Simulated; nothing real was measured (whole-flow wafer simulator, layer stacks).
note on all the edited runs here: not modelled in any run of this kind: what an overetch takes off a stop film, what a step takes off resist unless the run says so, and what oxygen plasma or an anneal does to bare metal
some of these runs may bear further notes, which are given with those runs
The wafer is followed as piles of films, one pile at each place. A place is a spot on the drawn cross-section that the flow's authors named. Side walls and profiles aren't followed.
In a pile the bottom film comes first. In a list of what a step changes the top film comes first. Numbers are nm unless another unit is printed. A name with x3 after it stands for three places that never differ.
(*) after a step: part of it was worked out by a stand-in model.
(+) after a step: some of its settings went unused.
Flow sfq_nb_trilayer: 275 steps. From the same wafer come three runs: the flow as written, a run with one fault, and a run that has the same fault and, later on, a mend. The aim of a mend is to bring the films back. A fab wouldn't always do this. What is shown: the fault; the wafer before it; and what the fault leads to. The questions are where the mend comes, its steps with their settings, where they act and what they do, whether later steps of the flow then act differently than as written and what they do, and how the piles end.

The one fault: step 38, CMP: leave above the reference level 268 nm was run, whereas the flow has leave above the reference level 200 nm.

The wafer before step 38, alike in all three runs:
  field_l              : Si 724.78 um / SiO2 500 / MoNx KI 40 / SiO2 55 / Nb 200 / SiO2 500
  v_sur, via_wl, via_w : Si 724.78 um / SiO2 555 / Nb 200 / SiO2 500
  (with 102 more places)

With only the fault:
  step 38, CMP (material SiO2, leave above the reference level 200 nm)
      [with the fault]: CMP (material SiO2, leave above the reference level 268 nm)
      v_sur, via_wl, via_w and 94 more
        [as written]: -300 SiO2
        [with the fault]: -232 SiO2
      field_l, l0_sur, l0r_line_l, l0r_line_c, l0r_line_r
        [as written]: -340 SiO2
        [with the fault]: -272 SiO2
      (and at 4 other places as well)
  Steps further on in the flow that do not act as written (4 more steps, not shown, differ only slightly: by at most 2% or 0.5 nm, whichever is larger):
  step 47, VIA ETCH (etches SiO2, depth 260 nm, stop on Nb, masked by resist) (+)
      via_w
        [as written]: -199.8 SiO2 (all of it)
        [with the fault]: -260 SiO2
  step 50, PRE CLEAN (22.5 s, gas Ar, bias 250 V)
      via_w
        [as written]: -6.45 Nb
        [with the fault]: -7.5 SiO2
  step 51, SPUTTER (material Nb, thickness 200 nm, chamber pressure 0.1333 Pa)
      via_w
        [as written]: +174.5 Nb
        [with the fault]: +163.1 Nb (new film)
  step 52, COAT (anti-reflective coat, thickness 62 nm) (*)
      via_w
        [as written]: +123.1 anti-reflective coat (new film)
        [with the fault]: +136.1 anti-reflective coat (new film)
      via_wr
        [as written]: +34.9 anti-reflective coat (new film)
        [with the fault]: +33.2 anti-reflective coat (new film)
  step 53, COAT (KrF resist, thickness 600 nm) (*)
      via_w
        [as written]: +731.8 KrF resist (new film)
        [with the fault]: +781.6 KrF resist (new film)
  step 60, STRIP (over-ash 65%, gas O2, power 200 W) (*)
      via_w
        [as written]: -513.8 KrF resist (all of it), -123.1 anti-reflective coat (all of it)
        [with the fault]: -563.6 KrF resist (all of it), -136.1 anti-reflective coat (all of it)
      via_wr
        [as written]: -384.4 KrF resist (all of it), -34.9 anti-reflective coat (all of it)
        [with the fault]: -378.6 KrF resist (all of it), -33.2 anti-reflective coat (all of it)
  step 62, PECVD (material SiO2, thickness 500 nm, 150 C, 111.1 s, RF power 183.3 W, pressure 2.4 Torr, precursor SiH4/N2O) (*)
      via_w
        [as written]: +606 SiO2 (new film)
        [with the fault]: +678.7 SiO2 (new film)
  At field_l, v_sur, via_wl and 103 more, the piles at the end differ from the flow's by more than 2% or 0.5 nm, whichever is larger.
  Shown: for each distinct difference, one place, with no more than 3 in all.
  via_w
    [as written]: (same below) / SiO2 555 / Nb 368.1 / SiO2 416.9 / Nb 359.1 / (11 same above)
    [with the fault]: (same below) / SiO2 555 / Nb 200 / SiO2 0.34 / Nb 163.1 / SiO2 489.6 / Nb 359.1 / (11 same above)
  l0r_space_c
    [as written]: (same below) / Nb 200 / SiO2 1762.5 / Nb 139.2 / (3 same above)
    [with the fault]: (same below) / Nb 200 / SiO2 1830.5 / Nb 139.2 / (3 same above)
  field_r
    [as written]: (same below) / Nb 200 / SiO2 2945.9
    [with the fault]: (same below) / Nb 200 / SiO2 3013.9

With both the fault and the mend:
  After step 45 comes the mend.
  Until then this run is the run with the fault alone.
  step 45a, STRIP (over-ash 65%, gas O2, power 200 W) (*)
      field_l, v_sur, via_wl and 102 more
        -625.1 KrF resist (all of it), -62 anti-reflective coat (all of it)
      via_w
        -62 anti-reflective coat (all of it)
  step 45b, CMP (material SiO2, leave above the reference level 200 nm) (the flow's step 38 again)
      field_l, v_sur, via_wl and 103 more
        -68 SiO2
  step 45c, COAT (anti-reflective coat, thickness 62 nm) (the flow's step 40 again)
      field_l, v_sur, via_wl and 103 more
        +62 anti-reflective coat (new film)
  step 45d, COAT (KrF resist, thickness 650 nm) (the flow's step 41 again)
      field_l, v_sur, via_wl and 103 more
        +650 KrF resist (new film)
  step 45e, SOFTBAKE (KrF resist) (the flow's step 42 again)
      alters no film at any place that is followed
  step 45f, EXPOSE (photomask I0, dose 11.91 mJ/cm2, NA 0.6, wavelength 248 nm) (*) (the flow's step 43 again)
      alters no film at any place that is followed
  step 45g, PEB (KrF resist, 90 s) (the flow's step 44 again)
      field_l, v_sur, via_wl and 103 more
        -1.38 KrF resist
  step 45h, DEVELOP (KrF resist, thickness 650 nm, 60 s) (the flow's step 45 again)
      field_l, v_sur, via_wl and 102 more
        -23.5 KrF resist
      via_w
        -648.6 KrF resist (all of it)
  Every later step of the flow that is run acts as written at every place that is followed.
  At every place that both follow, the piles at the end match the flow's.
